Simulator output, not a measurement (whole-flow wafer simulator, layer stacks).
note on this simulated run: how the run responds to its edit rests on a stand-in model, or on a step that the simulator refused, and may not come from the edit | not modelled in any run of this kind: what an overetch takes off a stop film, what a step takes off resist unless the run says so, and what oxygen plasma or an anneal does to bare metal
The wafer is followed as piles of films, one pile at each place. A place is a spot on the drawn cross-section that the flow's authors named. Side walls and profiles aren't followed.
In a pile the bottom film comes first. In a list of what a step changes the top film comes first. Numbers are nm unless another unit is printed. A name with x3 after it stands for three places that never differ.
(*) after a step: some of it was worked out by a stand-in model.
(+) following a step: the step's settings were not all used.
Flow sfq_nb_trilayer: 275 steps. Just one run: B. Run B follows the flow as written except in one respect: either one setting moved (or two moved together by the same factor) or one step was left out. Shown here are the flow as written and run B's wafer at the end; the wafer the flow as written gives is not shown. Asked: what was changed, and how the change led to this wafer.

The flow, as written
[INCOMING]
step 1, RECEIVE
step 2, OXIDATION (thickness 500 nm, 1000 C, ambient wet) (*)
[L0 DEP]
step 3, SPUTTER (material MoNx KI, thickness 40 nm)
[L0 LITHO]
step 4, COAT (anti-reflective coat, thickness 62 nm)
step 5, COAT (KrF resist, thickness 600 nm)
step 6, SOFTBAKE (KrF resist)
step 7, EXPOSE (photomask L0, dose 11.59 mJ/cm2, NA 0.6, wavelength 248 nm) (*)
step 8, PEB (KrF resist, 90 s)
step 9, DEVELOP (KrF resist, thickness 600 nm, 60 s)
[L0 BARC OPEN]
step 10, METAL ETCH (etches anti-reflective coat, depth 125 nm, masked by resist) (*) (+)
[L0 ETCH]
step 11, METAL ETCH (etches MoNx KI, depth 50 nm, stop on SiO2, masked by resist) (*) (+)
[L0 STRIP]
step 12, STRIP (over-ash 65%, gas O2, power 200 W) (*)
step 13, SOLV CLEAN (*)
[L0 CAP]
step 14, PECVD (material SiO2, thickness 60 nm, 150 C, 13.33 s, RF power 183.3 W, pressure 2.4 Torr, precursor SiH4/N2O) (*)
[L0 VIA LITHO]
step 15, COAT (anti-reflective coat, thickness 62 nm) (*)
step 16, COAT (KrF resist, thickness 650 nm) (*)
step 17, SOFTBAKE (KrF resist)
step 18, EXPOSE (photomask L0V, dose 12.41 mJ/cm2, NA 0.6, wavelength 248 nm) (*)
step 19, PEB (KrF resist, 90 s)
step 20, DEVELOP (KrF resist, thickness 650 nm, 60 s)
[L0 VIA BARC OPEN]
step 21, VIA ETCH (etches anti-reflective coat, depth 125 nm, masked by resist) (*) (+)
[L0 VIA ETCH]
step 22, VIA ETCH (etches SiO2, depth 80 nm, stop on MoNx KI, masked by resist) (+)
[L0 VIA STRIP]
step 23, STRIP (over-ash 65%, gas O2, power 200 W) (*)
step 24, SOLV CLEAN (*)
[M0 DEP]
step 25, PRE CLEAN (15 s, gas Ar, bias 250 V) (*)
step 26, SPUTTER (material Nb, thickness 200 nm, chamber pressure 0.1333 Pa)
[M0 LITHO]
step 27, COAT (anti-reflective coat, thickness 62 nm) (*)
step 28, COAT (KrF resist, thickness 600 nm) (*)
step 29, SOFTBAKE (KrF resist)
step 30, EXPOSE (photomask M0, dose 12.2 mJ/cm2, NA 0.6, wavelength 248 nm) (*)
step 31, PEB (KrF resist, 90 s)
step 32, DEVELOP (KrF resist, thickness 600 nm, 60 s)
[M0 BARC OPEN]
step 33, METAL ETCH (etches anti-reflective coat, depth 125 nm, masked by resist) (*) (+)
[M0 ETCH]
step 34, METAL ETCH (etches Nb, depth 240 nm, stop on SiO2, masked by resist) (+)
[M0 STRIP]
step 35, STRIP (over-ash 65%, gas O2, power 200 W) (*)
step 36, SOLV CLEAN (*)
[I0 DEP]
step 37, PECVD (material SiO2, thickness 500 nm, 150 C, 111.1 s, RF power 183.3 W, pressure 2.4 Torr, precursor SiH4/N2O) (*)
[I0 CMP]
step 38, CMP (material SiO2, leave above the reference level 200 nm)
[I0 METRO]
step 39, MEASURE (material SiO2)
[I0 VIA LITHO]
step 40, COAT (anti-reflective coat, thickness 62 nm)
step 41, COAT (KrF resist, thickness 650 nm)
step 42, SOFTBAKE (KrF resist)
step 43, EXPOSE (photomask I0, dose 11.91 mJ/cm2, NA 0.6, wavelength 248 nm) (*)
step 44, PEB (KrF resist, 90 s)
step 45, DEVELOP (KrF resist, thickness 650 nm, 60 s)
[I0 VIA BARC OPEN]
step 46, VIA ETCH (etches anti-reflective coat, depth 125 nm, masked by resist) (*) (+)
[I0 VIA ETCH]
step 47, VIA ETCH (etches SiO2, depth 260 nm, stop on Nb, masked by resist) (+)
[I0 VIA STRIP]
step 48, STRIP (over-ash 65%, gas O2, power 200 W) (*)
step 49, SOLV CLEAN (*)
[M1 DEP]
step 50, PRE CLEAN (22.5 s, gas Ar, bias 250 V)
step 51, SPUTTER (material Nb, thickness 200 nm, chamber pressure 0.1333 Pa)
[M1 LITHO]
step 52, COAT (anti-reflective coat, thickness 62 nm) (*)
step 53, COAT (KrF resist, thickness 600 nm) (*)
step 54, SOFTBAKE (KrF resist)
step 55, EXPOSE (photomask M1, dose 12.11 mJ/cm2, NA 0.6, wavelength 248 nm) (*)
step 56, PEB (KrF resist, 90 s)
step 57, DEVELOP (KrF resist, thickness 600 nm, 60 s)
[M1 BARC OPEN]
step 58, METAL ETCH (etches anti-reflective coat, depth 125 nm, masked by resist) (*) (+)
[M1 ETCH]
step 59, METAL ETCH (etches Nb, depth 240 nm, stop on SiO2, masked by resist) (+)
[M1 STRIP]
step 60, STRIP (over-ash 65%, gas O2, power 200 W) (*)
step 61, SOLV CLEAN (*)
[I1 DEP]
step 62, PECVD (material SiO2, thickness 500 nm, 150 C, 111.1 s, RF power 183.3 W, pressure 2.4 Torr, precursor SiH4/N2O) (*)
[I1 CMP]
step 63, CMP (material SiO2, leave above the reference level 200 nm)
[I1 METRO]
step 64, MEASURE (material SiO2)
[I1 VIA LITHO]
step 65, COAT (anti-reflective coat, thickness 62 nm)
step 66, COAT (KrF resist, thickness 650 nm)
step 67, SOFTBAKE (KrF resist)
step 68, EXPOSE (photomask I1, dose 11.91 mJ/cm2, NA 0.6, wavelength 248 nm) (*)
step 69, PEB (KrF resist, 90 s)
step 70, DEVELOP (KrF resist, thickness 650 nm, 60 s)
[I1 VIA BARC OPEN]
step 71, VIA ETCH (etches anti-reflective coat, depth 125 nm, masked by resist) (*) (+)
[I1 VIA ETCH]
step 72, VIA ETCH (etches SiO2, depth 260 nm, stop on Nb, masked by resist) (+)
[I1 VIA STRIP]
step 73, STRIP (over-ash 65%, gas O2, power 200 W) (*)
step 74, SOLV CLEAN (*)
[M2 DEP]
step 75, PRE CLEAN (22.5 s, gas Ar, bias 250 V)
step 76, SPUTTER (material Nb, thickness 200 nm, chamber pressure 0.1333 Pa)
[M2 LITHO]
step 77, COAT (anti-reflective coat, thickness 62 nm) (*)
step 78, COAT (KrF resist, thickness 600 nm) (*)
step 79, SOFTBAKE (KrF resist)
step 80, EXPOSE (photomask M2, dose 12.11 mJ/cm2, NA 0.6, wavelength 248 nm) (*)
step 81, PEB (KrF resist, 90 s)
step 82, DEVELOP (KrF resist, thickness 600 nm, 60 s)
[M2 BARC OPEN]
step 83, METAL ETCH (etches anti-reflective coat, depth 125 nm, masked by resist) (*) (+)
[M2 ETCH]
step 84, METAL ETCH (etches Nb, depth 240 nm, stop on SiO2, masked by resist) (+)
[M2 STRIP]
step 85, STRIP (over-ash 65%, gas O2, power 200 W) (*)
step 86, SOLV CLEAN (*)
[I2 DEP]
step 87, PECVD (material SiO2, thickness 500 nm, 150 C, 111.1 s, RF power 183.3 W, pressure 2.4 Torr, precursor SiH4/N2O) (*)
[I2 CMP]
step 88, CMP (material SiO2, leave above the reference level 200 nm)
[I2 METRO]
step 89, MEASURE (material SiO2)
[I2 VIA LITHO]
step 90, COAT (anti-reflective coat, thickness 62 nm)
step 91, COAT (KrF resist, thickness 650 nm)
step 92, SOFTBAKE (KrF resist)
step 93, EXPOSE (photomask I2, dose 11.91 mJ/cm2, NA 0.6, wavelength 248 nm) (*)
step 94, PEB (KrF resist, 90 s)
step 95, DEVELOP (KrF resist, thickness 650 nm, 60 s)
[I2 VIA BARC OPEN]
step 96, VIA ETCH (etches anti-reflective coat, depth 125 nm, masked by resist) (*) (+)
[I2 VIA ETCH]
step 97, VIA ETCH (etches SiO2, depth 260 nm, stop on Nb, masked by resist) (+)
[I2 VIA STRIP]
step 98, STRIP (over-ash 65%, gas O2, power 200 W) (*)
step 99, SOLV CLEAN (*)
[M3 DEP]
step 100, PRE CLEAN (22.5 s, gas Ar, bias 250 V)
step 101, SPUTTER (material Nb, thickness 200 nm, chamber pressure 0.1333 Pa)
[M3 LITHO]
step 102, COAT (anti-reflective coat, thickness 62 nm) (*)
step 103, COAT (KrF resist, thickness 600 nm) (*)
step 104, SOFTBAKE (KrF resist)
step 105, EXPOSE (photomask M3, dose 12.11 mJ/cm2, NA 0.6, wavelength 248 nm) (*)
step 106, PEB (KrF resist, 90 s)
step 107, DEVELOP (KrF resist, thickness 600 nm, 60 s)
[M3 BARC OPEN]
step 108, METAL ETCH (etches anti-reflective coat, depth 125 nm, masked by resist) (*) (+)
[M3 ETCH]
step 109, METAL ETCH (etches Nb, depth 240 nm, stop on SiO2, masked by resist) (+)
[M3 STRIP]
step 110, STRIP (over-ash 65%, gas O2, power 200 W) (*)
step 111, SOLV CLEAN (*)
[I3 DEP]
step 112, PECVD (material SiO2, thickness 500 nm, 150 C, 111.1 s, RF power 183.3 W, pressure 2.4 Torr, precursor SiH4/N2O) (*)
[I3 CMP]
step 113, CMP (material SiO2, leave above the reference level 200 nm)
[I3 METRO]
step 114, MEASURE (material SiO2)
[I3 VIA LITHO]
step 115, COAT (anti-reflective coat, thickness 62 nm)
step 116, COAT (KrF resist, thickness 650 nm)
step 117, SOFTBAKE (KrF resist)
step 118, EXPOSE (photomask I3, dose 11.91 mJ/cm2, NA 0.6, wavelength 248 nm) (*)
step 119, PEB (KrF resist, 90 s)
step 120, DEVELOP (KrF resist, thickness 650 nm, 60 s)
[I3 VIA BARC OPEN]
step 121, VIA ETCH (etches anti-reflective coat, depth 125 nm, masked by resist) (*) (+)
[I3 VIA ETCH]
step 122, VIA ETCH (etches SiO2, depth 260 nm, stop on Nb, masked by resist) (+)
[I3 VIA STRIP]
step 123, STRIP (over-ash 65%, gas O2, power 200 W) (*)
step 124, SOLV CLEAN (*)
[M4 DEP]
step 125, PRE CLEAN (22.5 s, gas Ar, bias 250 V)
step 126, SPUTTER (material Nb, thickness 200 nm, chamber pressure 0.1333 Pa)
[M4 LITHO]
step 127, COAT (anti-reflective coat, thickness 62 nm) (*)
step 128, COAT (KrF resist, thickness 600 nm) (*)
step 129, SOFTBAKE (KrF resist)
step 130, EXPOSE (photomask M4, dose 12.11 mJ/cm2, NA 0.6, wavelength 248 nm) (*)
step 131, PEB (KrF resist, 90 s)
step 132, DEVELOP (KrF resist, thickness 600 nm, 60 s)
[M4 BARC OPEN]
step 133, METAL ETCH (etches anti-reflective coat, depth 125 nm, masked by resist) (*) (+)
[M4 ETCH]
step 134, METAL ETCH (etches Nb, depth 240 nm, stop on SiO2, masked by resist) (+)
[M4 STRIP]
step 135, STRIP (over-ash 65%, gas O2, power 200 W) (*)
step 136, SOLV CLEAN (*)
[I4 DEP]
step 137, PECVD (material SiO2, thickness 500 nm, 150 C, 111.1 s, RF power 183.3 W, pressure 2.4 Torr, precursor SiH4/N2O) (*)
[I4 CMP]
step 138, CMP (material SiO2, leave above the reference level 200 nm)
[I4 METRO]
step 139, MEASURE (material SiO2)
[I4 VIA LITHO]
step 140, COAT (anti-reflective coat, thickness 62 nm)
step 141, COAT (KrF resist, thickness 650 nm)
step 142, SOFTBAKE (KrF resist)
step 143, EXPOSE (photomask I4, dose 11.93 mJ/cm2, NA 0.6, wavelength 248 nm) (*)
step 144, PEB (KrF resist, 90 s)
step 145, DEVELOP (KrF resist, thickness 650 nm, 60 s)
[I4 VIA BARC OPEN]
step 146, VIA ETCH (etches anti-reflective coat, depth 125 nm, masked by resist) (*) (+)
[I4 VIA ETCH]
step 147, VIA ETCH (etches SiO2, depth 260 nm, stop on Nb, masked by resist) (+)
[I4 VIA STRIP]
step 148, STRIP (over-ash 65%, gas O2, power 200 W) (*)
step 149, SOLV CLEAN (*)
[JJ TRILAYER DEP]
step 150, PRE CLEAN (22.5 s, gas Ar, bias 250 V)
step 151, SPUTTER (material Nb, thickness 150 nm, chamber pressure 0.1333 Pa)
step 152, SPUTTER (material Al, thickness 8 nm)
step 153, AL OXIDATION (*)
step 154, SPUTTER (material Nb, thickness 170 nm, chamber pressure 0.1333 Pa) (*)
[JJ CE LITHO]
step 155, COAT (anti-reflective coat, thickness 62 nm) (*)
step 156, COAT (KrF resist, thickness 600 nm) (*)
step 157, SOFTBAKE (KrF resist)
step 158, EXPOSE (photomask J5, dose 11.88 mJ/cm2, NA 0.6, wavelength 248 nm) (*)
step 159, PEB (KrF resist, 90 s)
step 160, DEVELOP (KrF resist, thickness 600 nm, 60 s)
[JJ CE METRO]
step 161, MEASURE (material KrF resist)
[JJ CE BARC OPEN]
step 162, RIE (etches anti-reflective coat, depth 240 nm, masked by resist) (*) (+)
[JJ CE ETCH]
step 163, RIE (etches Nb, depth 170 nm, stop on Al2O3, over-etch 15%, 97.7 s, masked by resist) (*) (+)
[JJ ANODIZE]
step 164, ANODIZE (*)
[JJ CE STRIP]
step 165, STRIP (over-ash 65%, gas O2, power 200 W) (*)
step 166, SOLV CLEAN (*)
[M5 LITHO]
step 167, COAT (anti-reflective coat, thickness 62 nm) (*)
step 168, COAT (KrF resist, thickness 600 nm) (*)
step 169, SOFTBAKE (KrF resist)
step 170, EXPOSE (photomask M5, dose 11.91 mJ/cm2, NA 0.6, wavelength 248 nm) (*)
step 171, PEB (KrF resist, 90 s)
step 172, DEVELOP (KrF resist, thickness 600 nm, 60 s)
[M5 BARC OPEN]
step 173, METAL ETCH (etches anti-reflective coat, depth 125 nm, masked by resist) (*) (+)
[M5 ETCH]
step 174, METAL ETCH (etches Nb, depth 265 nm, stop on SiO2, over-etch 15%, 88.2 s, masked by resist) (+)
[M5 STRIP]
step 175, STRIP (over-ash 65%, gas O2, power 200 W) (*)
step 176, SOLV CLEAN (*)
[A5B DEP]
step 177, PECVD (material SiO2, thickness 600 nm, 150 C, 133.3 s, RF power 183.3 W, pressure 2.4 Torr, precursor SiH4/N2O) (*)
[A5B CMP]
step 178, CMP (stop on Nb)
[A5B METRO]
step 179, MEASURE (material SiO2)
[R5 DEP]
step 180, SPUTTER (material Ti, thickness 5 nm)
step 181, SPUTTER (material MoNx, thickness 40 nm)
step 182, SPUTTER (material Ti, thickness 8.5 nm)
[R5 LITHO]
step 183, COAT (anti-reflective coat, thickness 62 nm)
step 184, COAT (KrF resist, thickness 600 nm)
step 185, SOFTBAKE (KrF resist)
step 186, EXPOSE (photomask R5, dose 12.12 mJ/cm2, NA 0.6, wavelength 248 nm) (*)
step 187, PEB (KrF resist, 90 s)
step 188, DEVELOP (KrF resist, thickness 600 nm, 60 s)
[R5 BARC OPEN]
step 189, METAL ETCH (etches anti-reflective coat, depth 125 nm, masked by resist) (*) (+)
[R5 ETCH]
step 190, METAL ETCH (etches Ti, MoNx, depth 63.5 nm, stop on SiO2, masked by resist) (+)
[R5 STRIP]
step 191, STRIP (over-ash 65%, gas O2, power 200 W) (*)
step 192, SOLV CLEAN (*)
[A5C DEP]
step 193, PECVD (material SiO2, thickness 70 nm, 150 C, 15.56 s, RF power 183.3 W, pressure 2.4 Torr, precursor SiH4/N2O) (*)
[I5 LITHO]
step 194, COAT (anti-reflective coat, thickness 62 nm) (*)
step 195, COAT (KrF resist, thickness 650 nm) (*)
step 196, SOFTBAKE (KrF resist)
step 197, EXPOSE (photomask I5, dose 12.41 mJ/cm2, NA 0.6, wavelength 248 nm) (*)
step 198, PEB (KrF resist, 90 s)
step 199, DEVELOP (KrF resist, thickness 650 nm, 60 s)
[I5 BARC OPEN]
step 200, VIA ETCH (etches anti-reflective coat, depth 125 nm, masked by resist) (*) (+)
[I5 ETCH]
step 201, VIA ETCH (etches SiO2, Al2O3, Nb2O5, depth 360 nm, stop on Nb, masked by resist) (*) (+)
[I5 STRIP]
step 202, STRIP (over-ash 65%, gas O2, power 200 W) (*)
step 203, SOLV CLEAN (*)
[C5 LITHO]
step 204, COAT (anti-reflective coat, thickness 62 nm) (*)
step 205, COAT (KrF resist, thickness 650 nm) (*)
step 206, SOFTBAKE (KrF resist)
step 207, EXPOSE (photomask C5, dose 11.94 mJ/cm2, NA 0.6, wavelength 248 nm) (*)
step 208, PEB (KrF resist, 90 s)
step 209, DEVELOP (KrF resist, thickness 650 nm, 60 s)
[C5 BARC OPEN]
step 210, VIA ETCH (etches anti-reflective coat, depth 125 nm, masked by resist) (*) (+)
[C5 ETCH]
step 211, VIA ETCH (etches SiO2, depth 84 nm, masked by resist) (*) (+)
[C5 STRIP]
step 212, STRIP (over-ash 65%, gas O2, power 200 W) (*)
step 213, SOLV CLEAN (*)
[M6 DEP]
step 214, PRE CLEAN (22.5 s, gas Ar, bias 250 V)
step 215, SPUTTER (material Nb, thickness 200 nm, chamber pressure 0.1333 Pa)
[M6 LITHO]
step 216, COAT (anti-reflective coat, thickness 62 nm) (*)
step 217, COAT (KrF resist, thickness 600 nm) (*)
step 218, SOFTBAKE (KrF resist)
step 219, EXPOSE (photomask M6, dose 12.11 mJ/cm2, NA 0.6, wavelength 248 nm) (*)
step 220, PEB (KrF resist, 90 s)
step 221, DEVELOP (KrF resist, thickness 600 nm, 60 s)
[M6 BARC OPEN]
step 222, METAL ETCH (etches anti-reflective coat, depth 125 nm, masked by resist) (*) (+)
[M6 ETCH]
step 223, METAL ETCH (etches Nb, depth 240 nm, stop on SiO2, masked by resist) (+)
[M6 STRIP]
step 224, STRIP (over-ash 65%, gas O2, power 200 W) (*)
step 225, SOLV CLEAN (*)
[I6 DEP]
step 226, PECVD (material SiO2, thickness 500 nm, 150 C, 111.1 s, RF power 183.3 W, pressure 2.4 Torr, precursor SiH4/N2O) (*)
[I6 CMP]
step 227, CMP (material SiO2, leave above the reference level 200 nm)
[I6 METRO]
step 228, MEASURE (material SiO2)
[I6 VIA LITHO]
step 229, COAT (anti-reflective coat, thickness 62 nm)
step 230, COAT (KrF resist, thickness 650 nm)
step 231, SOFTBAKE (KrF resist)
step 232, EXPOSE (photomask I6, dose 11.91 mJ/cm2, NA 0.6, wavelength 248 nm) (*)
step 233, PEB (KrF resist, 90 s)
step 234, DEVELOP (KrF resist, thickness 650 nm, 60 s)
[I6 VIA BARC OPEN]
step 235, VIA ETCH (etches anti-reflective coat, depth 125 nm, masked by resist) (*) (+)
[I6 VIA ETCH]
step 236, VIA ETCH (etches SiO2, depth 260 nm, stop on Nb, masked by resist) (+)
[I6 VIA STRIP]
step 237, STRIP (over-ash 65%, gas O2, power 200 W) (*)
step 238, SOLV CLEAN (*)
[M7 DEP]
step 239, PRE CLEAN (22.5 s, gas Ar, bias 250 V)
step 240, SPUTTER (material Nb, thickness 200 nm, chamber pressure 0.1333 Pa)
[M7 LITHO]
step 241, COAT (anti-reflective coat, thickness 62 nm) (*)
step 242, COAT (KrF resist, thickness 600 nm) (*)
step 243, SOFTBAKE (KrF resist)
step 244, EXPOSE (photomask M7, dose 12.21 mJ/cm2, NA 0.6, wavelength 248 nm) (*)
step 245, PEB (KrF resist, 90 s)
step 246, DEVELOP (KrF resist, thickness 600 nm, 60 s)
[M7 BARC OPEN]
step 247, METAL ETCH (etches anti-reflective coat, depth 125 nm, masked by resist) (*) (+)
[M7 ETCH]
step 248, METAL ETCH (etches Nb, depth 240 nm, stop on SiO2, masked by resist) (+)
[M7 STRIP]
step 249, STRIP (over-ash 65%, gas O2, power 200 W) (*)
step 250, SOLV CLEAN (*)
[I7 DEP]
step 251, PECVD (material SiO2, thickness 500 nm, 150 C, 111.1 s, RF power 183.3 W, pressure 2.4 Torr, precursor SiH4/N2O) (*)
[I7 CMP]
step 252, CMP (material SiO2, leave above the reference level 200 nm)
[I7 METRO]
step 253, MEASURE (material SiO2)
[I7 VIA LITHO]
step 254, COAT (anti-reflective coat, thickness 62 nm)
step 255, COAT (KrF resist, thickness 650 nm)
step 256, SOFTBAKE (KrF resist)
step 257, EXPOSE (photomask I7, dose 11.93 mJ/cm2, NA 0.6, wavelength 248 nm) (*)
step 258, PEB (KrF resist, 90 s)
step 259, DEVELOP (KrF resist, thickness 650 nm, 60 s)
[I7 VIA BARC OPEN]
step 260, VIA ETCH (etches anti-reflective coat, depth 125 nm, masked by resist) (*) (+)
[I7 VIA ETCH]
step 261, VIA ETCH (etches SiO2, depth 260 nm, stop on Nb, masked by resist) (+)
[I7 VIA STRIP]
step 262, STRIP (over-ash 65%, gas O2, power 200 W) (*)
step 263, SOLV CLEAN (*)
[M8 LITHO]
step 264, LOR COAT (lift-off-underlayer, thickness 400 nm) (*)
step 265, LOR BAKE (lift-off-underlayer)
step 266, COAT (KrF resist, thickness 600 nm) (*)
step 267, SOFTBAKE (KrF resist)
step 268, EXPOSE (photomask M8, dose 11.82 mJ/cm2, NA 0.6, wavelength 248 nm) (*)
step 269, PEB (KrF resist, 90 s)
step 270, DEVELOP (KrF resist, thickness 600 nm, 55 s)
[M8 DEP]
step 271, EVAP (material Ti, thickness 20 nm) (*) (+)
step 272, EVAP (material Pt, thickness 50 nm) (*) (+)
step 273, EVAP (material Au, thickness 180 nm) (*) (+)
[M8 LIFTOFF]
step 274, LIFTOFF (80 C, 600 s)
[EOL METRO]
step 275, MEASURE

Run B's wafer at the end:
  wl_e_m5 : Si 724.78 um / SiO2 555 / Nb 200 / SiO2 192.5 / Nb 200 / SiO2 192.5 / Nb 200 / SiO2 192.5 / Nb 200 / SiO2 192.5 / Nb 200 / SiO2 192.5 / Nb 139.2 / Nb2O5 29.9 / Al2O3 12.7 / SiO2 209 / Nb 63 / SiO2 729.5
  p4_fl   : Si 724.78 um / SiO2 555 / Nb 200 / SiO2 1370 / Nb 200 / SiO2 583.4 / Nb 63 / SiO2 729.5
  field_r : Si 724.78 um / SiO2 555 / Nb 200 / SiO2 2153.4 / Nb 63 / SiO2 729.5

What caused this: step 223, METAL ETCH: depth 137 nm was run, whereas the flow has depth 240 nm.

How this came from the change, step by step:
  step 223, METAL ETCH (etches Nb, depth 240 nm, stop on SiO2, masked by resist) (+)
      field_l, gap, moat and 76 more: -137 Nb (in the flow as written it would be: -200 Nb (all of it))
      v_sur, via_wl, via_w and 24 more: -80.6 KrF resist (in the flow as written it would be: -141.2 KrF resist)
  step 224, STRIP (over-ash 65%, gas O2, power 200 W) (*)
      wl_j_sl, wl_j_sr: -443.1 KrF resist (all of it), -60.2 anti-reflective coat (all of it) (in the flow as written it would be: -382.5 KrF resist (all of it), -60.2 anti-reflective coat (all of it))
      wl_c_m6, wl_f_m6: -442.9 KrF resist (all of it), -62 anti-reflective coat (all of it) (in the flow as written it would be: -382.3 KrF resist (all of it), -62 anti-reflective coat (all of it))
      (and at 23 other places as well)
  step 226, PECVD (material SiO2, thickness 500 nm, 150 C, 111.1 s, RF power 183.3 W, pressure 2.4 Torr, precursor SiH4/N2O) (*)
      field_l, p4_fl, p4_fm and 62 more: +500 SiO2 (new film) (in the flow as written it would be: +500 SiO2)
      moat, field_r, lsp_l, ln_m5, lsp_m: +500 SiO2 (new film) (in the flow as written it would be: +493.6 SiO2)
      (and at 9 other places as well)
  step 227, CMP (material SiO2, leave above the reference level 200 nm)
      field_l, p4_fl, p4_fm and 59 more: -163 SiO2 (in the flow as written it would be: -100 SiO2)
      moat, field_r, lsp_l, ln_m5, lsp_m: -163 SiO2 (in the flow as written it would be: -93.6 SiO2)
      (and at 12 other places as well)
If metal films that touch count as one body, wl_e_m5 has 7 bodies (between them, from the top down: SiO2 209 / Al2O3 12.7 / Nb2O5 29.9; SiO2 192.5; SiO2 192.5; SiO2 192.5; SiO2 192.5; SiO2 192.5); the flow as written gives 6 bodies (between them, from the top down: SiO2 192.5; SiO2 192.5; SiO2 192.5; SiO2 192.5; SiO2 192.5).
If metal films that touch count as one body, p4_fl has 3 bodies (between them, from the top down: SiO2 583.4; SiO2 1370); the flow as written gives 2 bodies (between them, from the top down: SiO2 1370).
If metal films that touch count as one body, field_r has 2 bodies (between them, from the top down: SiO2 2153.4); the flow as written gives 1 body.
